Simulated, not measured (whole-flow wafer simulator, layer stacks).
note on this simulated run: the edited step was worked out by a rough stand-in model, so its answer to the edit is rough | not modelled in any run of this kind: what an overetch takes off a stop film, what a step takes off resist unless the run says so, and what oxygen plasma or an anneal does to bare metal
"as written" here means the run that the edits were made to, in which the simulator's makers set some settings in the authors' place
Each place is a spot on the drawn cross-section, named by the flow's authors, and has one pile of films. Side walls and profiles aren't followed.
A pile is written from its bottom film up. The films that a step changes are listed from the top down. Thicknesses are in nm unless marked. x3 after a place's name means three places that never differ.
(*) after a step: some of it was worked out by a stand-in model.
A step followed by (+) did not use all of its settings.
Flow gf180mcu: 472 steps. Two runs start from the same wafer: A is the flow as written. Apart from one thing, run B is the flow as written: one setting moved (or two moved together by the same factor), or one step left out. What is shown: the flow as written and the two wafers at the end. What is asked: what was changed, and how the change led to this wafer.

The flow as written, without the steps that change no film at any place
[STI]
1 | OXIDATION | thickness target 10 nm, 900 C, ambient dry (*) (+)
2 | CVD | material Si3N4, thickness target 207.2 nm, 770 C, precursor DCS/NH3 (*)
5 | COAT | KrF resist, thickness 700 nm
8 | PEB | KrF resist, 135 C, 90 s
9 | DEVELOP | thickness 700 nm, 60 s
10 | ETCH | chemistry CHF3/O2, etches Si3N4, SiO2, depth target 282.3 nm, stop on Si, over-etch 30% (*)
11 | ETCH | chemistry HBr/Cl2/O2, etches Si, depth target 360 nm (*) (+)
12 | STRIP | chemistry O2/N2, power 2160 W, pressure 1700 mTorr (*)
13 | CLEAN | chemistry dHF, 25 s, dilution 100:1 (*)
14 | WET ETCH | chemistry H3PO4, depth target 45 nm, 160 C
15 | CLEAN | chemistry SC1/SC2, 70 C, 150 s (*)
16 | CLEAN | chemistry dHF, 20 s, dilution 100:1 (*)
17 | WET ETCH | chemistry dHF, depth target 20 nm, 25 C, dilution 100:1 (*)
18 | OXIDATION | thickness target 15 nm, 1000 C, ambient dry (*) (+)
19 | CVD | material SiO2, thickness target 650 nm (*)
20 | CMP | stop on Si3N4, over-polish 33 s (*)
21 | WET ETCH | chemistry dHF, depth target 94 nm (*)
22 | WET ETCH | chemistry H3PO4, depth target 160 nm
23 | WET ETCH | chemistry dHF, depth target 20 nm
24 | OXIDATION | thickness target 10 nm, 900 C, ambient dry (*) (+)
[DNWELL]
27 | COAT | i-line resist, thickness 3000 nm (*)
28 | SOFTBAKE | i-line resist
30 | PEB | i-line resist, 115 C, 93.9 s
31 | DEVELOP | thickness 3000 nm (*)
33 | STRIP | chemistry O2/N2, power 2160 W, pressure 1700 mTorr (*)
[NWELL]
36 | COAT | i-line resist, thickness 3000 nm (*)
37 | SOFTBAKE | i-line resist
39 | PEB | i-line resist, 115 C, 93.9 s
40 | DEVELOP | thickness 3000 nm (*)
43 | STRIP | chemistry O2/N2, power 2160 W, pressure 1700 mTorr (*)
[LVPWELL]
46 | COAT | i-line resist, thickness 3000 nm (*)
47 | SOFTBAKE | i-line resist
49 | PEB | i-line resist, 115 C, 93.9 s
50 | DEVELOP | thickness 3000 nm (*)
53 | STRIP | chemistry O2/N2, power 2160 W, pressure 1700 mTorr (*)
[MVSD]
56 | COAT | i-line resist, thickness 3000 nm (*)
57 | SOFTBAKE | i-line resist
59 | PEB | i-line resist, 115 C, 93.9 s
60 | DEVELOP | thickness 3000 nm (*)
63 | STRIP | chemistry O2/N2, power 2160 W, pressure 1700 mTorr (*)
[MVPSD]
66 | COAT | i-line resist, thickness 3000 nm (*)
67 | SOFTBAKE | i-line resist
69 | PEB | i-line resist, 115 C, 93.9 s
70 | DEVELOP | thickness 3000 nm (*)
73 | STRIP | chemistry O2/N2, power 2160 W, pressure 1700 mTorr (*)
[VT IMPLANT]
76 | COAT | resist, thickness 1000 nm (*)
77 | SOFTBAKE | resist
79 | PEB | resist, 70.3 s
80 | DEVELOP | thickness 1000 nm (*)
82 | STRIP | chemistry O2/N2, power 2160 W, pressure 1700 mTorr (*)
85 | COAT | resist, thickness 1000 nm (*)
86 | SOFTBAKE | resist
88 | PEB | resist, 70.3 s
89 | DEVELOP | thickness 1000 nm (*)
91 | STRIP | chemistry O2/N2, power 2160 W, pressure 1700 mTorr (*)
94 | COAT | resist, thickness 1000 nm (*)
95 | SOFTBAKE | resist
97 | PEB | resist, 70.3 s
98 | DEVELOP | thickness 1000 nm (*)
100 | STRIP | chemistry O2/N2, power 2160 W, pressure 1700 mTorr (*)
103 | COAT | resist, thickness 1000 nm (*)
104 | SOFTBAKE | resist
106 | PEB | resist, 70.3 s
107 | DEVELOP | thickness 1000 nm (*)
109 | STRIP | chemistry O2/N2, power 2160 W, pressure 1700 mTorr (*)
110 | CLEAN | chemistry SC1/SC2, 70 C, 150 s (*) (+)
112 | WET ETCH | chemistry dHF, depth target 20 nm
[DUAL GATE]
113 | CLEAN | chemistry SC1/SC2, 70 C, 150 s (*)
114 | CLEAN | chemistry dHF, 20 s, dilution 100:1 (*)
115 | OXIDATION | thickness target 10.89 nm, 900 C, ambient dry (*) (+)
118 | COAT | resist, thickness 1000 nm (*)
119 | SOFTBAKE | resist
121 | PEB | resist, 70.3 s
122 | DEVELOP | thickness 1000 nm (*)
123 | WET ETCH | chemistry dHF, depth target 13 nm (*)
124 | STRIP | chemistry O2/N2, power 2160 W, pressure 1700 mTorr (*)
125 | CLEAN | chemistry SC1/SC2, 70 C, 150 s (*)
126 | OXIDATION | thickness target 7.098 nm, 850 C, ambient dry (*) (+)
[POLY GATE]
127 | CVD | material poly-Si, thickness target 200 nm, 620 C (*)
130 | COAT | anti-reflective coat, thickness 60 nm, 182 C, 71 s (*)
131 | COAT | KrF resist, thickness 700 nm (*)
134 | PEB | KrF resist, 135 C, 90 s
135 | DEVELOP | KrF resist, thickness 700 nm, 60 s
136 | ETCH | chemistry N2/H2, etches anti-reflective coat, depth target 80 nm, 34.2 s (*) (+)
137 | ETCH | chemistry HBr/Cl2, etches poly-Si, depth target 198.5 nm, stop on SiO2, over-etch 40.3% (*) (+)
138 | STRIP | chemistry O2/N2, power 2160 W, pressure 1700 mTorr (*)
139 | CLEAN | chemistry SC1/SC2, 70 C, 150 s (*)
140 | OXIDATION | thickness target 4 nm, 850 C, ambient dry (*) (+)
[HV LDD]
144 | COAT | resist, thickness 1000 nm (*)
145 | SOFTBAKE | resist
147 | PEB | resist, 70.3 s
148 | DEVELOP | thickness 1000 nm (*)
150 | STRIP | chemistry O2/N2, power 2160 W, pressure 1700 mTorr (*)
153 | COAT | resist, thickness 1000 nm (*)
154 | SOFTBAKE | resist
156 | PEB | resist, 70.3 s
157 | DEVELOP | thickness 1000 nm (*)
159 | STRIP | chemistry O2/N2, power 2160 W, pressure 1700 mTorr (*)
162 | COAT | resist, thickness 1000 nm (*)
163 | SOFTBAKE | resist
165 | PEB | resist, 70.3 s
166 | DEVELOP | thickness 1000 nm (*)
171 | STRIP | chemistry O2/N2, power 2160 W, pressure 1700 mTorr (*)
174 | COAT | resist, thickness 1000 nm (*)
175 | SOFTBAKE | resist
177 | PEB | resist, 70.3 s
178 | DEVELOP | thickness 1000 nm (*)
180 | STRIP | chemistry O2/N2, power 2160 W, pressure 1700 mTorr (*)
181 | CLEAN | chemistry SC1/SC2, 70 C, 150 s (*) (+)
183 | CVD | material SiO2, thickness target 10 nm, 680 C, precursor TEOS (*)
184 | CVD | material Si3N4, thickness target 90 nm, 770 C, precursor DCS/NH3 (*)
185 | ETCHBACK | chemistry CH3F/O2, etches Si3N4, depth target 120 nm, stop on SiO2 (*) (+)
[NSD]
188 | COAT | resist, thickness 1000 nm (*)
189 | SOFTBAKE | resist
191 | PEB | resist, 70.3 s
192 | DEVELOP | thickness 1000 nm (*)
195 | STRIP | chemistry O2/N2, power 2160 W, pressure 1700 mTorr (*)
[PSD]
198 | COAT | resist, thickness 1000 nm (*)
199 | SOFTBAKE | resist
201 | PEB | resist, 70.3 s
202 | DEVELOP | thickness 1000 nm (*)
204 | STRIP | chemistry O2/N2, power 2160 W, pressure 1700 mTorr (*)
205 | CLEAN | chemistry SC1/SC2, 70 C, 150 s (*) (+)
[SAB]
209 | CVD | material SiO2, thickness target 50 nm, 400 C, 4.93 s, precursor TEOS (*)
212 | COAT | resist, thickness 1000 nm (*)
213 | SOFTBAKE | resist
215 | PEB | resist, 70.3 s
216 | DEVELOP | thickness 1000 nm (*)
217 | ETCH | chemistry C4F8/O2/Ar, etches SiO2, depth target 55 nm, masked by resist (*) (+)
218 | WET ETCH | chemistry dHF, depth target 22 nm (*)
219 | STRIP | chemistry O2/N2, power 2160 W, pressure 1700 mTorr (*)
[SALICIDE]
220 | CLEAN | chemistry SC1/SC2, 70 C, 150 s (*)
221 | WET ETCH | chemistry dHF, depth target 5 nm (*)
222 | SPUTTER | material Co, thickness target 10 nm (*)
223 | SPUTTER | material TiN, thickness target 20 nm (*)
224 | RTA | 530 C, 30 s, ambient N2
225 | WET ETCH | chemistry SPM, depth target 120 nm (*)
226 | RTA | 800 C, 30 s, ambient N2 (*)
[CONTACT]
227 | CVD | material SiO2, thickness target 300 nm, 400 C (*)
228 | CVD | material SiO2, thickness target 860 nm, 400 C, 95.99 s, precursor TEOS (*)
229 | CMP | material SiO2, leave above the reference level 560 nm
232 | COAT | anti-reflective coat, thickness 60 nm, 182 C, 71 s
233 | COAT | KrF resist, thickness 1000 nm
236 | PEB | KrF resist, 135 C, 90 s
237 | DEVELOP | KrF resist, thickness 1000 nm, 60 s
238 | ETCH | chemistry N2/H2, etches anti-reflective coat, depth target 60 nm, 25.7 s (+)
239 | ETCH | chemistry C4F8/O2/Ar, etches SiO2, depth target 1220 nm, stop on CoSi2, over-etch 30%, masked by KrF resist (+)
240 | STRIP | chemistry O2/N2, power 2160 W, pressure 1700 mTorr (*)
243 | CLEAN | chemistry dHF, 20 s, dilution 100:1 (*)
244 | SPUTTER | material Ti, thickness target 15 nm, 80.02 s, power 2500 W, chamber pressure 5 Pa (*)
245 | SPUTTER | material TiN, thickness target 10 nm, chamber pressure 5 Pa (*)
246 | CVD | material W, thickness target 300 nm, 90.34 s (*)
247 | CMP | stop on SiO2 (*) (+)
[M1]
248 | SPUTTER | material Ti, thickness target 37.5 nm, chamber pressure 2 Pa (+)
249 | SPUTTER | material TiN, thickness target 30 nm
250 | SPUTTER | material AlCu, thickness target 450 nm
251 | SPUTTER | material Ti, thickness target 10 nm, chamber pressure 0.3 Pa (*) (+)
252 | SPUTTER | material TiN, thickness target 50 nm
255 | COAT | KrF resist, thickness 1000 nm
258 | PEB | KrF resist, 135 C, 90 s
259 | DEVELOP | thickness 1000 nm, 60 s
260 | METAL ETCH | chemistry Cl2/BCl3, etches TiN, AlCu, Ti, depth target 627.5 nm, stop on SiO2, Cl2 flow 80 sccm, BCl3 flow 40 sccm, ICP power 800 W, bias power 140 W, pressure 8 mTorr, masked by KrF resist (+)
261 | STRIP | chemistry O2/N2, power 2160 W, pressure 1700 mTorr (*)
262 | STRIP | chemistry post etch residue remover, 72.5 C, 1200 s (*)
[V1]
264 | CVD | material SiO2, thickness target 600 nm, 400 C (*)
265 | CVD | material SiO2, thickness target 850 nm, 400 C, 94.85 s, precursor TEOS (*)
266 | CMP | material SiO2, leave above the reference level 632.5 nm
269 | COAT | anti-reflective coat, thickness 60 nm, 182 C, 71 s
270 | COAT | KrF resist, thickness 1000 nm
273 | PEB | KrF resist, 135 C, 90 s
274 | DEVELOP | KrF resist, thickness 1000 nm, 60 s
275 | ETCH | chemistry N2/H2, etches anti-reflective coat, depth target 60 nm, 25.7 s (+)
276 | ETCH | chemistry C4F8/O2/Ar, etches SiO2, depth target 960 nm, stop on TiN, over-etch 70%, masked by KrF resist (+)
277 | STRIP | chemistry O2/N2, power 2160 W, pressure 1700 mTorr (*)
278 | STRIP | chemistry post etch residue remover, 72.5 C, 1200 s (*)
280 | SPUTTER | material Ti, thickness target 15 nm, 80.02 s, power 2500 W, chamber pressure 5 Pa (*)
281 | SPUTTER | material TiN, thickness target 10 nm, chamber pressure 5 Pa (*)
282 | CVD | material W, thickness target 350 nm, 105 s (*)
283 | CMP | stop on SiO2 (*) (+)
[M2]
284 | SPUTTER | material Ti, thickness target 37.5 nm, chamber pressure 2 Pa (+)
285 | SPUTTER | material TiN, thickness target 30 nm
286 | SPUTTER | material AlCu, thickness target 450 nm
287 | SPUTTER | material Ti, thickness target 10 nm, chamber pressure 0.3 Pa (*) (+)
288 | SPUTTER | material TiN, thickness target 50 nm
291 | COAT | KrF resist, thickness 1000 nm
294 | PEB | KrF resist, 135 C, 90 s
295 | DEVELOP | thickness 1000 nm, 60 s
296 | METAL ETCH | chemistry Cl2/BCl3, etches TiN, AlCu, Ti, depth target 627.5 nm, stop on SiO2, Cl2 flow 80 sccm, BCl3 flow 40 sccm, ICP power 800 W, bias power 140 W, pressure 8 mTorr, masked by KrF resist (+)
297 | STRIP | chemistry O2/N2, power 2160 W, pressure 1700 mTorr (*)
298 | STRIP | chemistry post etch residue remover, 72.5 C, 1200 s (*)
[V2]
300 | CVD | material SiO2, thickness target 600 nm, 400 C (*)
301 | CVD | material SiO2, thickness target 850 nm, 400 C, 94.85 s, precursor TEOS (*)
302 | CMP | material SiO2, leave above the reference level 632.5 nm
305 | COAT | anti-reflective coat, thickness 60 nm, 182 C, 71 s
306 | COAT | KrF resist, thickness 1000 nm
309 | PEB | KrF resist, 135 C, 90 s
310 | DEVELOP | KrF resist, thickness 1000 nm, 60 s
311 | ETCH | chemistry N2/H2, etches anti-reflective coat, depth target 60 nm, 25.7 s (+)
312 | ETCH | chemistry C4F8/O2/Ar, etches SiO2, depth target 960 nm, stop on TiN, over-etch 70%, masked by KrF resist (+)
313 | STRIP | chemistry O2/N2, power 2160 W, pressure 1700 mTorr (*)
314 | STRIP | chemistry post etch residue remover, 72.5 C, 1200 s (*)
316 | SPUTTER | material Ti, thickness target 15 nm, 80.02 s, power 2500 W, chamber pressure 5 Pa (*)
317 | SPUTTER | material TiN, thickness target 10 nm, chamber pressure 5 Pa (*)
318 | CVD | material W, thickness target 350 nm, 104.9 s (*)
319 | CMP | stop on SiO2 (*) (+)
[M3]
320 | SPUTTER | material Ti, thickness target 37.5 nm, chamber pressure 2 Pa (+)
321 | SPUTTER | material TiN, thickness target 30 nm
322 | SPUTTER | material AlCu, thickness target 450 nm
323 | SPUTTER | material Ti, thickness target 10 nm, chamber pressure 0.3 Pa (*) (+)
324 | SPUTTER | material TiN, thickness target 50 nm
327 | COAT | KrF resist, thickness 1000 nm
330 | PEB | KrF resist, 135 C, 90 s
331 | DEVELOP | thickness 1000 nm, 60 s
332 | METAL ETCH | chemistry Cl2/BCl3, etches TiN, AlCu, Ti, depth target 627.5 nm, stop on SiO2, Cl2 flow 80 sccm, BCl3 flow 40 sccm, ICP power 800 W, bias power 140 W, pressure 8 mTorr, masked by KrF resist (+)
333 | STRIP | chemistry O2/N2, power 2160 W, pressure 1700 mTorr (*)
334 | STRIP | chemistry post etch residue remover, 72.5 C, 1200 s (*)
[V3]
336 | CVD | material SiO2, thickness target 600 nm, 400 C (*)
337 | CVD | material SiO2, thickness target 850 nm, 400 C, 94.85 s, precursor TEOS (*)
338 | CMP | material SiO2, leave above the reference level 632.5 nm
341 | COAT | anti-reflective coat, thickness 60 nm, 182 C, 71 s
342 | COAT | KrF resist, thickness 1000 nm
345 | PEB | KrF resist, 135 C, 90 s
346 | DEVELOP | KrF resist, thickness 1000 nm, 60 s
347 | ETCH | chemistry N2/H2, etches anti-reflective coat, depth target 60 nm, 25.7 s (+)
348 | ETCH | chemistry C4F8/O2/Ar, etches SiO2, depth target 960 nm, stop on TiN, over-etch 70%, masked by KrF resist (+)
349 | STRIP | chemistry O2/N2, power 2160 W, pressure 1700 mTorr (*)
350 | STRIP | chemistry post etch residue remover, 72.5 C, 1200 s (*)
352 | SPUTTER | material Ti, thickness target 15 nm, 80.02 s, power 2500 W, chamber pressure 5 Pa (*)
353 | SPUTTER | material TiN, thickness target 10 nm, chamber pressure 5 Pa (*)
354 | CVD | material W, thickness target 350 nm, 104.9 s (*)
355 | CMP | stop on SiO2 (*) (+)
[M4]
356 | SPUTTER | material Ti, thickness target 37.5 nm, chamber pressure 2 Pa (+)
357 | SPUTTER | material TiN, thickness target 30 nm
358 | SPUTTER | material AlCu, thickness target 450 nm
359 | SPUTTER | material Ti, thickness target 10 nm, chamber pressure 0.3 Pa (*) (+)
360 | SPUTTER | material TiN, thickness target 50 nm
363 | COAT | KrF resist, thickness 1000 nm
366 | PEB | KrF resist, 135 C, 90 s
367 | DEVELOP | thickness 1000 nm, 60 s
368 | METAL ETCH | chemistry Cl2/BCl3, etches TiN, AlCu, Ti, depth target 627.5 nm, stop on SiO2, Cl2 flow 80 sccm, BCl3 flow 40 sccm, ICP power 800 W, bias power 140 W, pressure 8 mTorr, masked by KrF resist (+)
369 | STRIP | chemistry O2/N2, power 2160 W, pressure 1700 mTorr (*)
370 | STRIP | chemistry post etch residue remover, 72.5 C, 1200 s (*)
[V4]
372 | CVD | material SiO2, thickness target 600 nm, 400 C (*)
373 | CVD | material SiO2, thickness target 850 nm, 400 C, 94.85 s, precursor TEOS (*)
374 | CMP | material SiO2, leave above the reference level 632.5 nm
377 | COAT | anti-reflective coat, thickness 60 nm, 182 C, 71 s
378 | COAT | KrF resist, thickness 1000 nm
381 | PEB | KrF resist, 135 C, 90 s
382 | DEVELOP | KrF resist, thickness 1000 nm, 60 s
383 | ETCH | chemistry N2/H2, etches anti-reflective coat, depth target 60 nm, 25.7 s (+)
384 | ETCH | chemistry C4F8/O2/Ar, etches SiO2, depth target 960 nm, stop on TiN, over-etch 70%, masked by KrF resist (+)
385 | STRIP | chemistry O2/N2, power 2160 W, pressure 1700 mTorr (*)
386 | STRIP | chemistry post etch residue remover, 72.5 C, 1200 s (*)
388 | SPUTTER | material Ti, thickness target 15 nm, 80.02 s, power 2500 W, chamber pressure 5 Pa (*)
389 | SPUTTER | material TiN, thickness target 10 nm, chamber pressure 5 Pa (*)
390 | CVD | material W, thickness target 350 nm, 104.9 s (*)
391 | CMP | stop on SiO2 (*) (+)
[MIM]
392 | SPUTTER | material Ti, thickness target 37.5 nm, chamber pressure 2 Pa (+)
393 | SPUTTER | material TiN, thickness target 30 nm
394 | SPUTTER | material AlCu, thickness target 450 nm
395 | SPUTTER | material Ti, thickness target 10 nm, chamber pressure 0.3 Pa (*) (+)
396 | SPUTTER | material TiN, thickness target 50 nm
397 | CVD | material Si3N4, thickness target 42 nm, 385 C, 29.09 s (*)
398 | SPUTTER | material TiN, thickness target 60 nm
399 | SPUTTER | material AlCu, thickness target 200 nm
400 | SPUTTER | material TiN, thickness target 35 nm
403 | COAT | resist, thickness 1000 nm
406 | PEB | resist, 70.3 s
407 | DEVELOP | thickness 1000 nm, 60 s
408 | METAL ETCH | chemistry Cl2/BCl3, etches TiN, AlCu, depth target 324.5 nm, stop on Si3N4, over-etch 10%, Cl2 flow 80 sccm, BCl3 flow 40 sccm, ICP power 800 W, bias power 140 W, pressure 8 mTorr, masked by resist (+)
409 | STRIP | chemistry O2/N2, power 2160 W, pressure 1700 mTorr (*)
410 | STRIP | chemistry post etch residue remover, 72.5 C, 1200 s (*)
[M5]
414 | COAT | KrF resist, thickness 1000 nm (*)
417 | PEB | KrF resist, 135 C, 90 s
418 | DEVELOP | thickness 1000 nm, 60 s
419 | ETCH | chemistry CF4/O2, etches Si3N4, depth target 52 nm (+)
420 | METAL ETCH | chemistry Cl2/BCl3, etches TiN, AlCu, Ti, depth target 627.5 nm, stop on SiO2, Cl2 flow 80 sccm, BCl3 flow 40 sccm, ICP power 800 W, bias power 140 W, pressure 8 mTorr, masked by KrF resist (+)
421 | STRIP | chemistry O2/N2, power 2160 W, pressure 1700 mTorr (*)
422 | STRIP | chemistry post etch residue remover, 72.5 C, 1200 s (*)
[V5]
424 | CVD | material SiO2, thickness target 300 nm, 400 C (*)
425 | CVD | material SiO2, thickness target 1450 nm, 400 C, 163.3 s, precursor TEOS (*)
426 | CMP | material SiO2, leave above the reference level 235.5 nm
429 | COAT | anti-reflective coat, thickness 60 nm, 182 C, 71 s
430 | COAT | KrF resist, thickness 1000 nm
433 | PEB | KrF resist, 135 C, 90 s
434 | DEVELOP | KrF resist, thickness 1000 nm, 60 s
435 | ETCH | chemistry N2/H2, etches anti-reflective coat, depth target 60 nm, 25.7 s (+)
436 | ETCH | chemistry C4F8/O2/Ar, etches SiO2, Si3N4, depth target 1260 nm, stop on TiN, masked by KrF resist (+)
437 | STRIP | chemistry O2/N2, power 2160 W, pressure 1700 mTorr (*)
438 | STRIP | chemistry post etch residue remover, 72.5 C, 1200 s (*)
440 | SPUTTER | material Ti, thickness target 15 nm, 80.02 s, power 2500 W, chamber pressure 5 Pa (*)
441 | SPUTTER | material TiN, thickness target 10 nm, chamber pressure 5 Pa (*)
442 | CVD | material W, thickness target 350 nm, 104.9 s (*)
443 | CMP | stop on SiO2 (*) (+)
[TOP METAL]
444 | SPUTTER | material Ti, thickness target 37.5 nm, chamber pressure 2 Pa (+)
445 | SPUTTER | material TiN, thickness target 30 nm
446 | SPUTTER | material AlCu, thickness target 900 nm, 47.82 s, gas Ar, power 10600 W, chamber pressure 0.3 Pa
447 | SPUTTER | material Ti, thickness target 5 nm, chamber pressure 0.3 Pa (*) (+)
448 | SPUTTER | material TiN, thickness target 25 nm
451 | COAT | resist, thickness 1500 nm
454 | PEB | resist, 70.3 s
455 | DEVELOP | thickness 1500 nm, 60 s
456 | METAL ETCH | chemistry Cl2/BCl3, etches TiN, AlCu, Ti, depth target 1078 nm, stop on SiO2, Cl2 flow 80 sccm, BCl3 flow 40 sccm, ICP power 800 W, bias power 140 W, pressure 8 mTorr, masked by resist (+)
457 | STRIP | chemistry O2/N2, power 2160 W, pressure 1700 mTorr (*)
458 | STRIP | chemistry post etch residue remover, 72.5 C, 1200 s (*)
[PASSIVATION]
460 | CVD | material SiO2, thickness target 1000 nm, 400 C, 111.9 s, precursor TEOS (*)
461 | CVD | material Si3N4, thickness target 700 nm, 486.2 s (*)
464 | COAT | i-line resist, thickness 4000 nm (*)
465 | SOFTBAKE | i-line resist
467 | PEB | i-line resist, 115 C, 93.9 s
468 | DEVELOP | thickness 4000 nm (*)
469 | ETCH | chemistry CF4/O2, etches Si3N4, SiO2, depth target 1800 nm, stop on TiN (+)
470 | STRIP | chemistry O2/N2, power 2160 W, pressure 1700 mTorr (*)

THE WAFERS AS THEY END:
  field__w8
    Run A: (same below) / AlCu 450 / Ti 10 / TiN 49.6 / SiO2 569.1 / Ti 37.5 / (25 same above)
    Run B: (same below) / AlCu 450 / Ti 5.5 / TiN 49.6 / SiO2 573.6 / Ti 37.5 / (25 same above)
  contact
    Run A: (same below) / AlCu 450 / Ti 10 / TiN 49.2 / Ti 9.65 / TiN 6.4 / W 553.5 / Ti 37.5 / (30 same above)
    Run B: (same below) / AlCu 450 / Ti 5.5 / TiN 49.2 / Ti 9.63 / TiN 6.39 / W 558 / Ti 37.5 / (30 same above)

What caused this: step 287, SPUTTER: thickness target 5.5 nm was run, while the flow as written has thickness target 10 nm.
The wafer itself shows it: field__w8 has Ti 5.5, and step 287 as written asks for 10 nm.

The path from the change to this, step by step:
  287 | SPUTTER | material Ti, thickness target 10 nm, chamber pressure 0.3 Pa (*) (+)
      field, field__w1, field__w2 and 108 more: A Ti gains 10 (new film) | B Ti gains 5.5 (new film)
  296 | METAL ETCH | chemistry Cl2/BCl3, etches TiN, AlCu, Ti, depth target 627.5 nm, stop on SiO2, Cl2 flow 80 sccm, BCl3 flow 40 sccm, ICP power 800 W, bias power 140 W, pressure 8 mTorr, masked by KrF resist (+)
      field, field__w1, field__w2 and 103 more: A TiN loses 50 (all of it), Ti loses 10 (all of it), AlCu loses 450 (all of it), TiN loses 30 (all of it), Ti loses 37.5 (all of it) | B TiN loses 50 (all of it), Ti loses 5.5 (all of it), AlCu loses 450 (all of it), TiN loses 30 (all of it), Ti loses 37.5 (all of it)
